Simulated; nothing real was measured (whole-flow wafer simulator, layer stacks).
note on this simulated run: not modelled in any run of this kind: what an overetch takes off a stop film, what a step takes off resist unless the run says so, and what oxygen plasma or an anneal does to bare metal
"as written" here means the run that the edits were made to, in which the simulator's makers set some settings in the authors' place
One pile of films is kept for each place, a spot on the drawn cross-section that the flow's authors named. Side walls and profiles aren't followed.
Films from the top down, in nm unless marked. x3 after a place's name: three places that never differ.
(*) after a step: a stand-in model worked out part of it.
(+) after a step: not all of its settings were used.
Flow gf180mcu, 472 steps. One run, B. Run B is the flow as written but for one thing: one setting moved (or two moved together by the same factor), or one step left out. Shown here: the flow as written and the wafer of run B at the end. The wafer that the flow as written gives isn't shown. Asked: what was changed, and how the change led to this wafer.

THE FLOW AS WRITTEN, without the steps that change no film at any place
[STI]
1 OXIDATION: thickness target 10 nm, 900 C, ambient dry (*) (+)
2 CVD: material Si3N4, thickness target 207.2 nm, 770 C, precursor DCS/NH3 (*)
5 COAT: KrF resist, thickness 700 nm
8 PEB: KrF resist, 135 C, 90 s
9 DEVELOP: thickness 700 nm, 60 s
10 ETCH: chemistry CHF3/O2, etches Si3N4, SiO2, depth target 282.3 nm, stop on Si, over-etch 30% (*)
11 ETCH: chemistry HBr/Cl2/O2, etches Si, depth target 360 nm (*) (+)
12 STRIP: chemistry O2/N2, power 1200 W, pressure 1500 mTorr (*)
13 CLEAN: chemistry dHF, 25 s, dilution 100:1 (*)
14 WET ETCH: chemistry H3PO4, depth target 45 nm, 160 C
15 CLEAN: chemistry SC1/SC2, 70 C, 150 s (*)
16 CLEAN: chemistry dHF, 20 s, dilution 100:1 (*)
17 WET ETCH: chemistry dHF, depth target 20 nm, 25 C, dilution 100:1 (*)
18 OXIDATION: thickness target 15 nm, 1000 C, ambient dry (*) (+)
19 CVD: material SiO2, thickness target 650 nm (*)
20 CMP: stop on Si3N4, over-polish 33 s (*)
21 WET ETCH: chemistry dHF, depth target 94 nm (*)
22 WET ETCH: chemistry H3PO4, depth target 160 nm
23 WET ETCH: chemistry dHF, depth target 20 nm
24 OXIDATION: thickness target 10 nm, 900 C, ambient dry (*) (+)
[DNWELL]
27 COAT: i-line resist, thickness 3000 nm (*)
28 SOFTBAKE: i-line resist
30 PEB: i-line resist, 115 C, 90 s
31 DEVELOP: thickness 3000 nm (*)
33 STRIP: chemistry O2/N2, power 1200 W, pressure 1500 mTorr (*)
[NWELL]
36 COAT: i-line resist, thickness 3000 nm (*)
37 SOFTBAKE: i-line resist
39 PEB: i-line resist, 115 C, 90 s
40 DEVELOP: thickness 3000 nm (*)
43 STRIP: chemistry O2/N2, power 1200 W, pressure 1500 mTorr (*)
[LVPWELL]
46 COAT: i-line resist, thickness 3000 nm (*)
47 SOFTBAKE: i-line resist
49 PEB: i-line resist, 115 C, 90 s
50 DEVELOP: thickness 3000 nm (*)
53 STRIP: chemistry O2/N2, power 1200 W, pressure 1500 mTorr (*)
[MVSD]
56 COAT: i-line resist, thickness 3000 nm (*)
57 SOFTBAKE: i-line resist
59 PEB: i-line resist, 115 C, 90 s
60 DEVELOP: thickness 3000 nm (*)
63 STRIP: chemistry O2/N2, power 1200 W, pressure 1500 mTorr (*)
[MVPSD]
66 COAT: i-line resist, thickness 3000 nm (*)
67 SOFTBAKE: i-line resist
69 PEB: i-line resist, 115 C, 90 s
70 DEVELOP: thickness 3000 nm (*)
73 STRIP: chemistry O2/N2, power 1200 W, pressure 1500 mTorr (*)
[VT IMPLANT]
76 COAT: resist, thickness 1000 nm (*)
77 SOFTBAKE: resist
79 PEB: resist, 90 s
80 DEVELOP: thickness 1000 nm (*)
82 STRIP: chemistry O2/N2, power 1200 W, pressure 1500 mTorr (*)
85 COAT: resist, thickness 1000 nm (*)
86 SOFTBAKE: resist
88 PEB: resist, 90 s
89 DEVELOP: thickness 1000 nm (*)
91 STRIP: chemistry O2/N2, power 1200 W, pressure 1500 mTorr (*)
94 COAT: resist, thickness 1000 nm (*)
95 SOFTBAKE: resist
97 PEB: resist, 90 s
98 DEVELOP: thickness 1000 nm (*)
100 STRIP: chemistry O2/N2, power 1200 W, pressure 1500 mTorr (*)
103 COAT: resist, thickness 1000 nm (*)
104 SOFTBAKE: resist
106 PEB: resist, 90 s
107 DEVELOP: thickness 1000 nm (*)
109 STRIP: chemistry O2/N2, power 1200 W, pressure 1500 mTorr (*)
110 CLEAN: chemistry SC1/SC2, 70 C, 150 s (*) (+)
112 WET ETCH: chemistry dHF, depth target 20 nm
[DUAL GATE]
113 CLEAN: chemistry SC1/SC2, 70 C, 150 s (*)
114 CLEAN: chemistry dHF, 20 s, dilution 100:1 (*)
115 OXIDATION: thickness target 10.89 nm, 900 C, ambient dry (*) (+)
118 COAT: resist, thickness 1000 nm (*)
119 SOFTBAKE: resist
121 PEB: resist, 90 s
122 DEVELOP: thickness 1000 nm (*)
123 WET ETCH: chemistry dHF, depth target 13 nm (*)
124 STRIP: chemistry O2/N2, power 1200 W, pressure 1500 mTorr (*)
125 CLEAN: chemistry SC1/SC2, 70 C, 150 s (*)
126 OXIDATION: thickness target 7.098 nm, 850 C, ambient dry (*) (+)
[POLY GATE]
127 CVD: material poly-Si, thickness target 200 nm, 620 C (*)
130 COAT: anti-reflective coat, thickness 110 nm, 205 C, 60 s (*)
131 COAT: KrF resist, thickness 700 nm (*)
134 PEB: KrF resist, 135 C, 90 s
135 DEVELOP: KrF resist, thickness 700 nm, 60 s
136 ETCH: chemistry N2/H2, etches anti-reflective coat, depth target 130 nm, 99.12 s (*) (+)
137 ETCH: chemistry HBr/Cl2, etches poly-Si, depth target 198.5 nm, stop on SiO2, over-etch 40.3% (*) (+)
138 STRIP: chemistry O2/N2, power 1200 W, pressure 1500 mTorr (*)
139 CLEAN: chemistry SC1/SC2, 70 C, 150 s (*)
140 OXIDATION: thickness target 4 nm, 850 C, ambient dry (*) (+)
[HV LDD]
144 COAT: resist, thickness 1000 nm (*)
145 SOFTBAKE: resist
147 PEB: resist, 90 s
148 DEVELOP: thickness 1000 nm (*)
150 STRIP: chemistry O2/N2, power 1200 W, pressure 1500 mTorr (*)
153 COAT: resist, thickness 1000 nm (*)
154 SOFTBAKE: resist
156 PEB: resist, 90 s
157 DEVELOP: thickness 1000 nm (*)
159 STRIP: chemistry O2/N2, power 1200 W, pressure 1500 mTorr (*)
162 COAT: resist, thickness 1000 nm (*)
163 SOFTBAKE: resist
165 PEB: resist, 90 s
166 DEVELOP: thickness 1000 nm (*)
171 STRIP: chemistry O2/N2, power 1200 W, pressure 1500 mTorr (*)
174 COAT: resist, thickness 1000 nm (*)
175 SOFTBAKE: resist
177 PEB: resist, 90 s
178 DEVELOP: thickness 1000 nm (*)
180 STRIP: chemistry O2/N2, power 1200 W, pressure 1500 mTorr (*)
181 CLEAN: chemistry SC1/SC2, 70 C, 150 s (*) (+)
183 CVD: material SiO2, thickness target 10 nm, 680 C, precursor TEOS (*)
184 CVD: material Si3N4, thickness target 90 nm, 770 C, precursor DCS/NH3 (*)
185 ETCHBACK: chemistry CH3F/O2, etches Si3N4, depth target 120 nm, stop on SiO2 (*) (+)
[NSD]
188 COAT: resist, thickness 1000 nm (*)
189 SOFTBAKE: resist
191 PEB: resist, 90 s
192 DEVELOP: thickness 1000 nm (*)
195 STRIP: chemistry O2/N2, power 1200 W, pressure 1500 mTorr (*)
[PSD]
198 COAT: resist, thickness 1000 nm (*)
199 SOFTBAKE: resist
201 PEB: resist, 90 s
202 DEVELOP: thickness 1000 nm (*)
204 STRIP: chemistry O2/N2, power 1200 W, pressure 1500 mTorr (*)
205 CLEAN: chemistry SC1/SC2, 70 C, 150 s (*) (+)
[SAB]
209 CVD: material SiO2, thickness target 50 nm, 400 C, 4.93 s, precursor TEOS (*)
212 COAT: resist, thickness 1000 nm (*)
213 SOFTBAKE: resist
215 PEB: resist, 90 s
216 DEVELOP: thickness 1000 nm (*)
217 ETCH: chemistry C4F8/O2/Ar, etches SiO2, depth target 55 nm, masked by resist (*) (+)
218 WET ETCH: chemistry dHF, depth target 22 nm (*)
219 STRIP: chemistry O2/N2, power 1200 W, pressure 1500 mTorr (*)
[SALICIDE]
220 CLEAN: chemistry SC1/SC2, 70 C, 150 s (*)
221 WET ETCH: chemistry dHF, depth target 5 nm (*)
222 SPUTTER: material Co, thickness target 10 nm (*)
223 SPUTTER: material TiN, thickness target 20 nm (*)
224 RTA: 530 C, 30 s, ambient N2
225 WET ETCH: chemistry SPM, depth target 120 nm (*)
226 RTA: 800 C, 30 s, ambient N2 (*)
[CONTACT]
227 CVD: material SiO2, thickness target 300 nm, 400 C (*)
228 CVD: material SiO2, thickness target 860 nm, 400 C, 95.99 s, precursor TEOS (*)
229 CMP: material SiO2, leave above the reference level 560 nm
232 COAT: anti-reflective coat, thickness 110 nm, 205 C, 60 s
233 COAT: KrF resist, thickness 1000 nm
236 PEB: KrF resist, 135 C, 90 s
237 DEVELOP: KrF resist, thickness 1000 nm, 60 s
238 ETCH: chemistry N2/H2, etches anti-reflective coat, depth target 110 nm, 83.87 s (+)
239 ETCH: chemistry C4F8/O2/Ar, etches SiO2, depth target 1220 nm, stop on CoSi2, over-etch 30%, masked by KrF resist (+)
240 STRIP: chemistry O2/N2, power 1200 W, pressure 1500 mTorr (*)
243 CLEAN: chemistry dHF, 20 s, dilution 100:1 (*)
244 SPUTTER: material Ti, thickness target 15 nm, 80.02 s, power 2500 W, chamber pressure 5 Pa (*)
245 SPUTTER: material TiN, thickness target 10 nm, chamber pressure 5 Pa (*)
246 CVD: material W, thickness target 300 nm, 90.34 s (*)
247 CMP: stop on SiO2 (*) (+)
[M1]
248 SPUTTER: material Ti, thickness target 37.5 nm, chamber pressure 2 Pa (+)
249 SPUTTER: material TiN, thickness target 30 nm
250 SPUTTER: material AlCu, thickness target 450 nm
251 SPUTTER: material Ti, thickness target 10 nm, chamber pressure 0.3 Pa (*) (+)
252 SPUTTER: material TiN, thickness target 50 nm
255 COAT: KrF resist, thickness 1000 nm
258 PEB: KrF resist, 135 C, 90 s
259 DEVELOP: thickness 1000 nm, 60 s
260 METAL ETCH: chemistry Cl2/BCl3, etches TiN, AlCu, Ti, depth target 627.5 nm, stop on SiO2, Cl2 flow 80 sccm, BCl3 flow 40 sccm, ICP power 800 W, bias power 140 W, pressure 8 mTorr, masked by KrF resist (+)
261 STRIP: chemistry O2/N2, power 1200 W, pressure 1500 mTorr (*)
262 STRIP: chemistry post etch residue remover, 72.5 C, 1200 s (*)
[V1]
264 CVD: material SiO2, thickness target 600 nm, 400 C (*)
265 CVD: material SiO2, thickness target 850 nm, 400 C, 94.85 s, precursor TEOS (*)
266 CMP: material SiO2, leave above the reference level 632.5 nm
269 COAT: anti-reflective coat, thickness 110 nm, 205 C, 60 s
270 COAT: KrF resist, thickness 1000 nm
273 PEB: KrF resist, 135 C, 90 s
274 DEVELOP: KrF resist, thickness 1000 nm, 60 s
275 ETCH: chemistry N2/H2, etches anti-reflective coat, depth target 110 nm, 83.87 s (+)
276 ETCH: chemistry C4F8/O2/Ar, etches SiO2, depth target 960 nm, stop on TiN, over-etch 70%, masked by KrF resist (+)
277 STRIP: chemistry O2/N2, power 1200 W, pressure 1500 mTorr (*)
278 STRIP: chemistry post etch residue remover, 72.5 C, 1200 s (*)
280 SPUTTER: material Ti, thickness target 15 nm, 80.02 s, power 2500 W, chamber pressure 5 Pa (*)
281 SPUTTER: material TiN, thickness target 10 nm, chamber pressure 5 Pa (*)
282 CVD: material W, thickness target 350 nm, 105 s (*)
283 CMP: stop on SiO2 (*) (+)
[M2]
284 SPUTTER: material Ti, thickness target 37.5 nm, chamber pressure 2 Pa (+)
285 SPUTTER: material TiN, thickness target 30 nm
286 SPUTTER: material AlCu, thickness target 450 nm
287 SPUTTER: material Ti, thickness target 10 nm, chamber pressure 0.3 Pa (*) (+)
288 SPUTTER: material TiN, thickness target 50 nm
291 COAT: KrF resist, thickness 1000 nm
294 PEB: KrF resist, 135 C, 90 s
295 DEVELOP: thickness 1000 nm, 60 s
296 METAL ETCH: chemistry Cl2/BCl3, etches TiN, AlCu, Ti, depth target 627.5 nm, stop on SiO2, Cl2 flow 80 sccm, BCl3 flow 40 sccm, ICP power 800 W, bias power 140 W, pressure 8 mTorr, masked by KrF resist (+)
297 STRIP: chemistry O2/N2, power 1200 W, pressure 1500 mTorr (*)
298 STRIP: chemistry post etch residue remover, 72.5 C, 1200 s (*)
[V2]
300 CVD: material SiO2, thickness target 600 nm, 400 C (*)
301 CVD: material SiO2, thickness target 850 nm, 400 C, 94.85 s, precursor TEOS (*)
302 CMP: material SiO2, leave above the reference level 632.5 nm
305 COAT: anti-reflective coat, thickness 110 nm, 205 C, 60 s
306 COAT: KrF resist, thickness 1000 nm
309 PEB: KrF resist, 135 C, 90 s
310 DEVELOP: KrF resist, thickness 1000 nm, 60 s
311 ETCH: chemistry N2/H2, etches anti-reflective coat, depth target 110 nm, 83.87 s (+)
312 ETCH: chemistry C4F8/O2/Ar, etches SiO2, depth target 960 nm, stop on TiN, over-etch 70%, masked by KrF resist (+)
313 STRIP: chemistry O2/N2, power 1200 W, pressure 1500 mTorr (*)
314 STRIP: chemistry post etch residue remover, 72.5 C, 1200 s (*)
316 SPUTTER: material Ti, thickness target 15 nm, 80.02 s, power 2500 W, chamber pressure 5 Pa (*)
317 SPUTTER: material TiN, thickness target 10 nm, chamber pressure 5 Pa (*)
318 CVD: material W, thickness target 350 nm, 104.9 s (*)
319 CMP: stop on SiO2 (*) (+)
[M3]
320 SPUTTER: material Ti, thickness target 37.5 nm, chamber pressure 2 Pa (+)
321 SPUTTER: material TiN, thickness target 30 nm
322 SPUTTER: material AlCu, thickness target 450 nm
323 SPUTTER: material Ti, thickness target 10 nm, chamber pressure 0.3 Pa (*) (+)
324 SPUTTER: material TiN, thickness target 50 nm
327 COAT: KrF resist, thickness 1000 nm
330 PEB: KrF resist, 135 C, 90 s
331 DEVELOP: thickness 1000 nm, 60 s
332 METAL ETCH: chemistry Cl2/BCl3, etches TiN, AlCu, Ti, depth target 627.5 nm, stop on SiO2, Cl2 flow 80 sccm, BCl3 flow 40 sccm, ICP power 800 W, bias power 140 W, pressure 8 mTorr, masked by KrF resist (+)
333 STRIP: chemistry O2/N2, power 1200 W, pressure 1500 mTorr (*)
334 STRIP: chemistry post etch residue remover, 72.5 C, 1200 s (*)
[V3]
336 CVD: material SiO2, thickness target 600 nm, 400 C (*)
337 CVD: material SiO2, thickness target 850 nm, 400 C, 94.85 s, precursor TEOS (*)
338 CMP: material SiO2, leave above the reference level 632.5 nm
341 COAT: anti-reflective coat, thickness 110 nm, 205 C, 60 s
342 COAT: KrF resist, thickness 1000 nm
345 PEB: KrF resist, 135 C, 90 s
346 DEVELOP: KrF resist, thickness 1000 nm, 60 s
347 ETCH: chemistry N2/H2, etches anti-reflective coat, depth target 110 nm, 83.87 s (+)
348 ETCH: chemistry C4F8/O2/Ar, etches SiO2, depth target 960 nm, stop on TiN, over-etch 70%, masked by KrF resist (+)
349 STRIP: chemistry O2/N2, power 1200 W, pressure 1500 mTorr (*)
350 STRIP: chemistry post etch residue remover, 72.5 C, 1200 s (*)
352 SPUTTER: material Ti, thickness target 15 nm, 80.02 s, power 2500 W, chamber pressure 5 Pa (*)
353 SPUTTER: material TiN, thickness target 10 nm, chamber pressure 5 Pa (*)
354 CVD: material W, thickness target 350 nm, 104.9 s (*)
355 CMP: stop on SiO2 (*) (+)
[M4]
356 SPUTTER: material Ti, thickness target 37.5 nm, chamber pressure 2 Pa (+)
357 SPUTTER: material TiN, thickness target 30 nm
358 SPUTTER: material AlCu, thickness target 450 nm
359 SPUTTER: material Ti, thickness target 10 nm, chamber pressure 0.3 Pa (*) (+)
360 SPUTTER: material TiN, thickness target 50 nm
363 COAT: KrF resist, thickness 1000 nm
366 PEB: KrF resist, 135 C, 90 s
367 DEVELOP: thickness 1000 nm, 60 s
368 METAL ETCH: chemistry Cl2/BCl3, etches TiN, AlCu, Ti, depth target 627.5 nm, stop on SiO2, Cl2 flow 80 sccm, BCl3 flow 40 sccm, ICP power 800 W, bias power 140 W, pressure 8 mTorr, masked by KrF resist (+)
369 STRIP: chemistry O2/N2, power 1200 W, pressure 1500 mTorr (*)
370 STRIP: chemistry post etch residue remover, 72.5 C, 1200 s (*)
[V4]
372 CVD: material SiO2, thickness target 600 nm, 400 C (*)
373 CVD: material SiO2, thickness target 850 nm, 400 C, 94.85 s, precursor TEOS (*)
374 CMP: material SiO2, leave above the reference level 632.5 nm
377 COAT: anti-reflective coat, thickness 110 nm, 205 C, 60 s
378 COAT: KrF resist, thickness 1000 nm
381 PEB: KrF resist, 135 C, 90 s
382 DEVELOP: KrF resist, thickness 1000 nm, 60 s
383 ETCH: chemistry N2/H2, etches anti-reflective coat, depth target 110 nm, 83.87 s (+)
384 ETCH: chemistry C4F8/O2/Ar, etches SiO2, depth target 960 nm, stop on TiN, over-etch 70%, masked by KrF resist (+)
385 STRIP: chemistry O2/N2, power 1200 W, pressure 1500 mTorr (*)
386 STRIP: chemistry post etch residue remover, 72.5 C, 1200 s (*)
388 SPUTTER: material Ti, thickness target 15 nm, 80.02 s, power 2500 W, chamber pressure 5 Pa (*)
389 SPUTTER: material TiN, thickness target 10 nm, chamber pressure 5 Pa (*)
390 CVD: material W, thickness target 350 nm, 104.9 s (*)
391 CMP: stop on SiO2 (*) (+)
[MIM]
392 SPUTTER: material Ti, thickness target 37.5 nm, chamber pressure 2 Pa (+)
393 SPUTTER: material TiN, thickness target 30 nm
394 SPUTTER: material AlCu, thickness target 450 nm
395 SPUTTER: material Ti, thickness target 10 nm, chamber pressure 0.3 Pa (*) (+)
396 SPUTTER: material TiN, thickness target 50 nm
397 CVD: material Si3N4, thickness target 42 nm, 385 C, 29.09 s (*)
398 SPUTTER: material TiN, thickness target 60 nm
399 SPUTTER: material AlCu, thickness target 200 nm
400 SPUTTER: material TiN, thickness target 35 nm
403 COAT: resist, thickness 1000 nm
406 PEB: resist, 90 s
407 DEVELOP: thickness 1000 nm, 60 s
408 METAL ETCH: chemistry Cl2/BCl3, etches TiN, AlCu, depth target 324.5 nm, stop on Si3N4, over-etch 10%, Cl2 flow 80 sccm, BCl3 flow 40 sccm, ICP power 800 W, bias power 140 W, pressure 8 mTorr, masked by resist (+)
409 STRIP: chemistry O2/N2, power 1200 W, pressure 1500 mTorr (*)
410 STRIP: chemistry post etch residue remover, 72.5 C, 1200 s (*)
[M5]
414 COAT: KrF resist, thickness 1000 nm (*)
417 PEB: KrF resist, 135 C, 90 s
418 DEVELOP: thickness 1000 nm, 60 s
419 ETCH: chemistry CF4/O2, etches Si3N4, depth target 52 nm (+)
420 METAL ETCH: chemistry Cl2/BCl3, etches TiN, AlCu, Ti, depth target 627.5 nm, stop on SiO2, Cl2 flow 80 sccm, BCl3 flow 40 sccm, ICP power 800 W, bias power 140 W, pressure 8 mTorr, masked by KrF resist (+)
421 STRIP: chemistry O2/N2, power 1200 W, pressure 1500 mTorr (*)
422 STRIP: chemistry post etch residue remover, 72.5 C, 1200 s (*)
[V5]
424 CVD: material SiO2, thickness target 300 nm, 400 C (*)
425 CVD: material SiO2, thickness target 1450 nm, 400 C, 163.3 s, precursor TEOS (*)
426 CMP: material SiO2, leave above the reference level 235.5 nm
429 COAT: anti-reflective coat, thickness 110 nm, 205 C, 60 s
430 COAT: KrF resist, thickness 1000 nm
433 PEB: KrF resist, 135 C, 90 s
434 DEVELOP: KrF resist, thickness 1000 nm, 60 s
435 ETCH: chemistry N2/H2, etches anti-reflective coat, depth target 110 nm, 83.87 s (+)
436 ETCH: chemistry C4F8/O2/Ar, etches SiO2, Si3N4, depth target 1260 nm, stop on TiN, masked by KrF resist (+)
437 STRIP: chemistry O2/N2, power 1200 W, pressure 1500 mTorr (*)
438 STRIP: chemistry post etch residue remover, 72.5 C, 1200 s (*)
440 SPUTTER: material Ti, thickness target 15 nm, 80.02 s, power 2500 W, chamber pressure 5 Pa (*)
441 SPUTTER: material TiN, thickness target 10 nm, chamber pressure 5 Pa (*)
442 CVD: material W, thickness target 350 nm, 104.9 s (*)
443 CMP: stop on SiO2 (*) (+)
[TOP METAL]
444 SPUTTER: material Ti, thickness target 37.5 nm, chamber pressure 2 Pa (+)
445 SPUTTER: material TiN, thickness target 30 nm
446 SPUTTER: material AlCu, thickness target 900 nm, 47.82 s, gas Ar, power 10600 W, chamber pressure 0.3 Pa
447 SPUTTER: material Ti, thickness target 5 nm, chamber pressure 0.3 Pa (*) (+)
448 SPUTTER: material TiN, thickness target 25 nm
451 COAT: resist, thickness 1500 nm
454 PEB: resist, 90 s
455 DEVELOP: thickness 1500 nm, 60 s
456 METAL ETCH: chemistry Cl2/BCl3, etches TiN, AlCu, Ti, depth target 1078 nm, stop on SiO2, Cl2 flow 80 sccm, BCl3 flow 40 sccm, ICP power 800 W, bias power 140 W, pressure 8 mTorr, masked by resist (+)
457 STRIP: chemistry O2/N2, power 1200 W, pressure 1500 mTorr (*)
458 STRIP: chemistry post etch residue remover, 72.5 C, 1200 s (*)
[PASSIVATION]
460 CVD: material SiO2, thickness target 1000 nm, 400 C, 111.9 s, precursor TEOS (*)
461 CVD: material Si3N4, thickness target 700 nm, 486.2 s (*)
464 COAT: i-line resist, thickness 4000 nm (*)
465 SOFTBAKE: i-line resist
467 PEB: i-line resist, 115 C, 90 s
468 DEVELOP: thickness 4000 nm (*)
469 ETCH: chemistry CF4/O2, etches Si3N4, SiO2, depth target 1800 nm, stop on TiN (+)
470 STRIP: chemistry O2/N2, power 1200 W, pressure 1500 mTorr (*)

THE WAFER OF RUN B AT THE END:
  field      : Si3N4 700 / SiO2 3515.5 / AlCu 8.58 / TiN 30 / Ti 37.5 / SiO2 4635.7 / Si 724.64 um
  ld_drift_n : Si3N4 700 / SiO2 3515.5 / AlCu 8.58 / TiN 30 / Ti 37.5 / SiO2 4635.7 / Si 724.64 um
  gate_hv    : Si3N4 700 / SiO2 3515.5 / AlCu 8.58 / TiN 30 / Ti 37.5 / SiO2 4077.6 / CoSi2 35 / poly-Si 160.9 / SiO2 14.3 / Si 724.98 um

The cause: step 368, METAL ETCH: depth target 495.7 nm was run, where the flow has depth target 627.5 nm.

How the change led to this, step by step:
  368 METAL ETCH: chemistry Cl2/BCl3, etches TiN, AlCu, Ti, depth target 627.5 nm, stop on SiO2, Cl2 flow 80 sccm, BCl3 flow 40 sccm, ICP power 800 W, bias power 140 W, pressure 8 mTorr, masked by KrF resist (+)
      field, field__w1, field__w2 and 103 more: TiN -50 (all of it), Ti -10 (all of it), AlCu -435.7 (as written it would be: TiN -50 (all of it), Ti -10 (all of it), AlCu -450 (all of it), TiN -30 (all of it), Ti -37.5 (all of it))
      field__w8, contact, m1, m1__w1, m1_nw: KrF resist -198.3 (as written it would be: KrF resist -251)
  369 STRIP: chemistry O2/N2, power 1200 W, pressure 1500 mTorr (*)
      field__w8, contact, m1, m1__w1, m1_nw: KrF resist -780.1 (all of it) (as written it would be: KrF resist -727.4 (all of it))
  370 STRIP: chemistry post etch residue remover, 72.5 C, 1200 s (*)
      field, field__w1, field__w2 and 103 more: AlCu -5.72 (as written it would be: nothing)
  372 CVD: material SiO2, thickness target 600 nm, 400 C (*)
      field, field__w1, field__w2 and 103 more: SiO2 +600 (new film) (as written it would be: SiO2 +600)
  374 CMP: material SiO2, leave above the reference level 632.5 nm
      field, field__w1, field__w2 and 103 more: SiO2 -376.1 (as written it would be: SiO2 -300)
Counting metal films that touch as one body, field has 1 body; the flow as written gives 0 bodies.
Counting metal films that touch as one body, ld_drift_n has 1 body; the flow as written gives 0 bodies.
Counting metal films that touch as one body, gate_hv has 2 bodies (between them, from the top down: SiO2 4077.6); the flow as written gives 1 body.
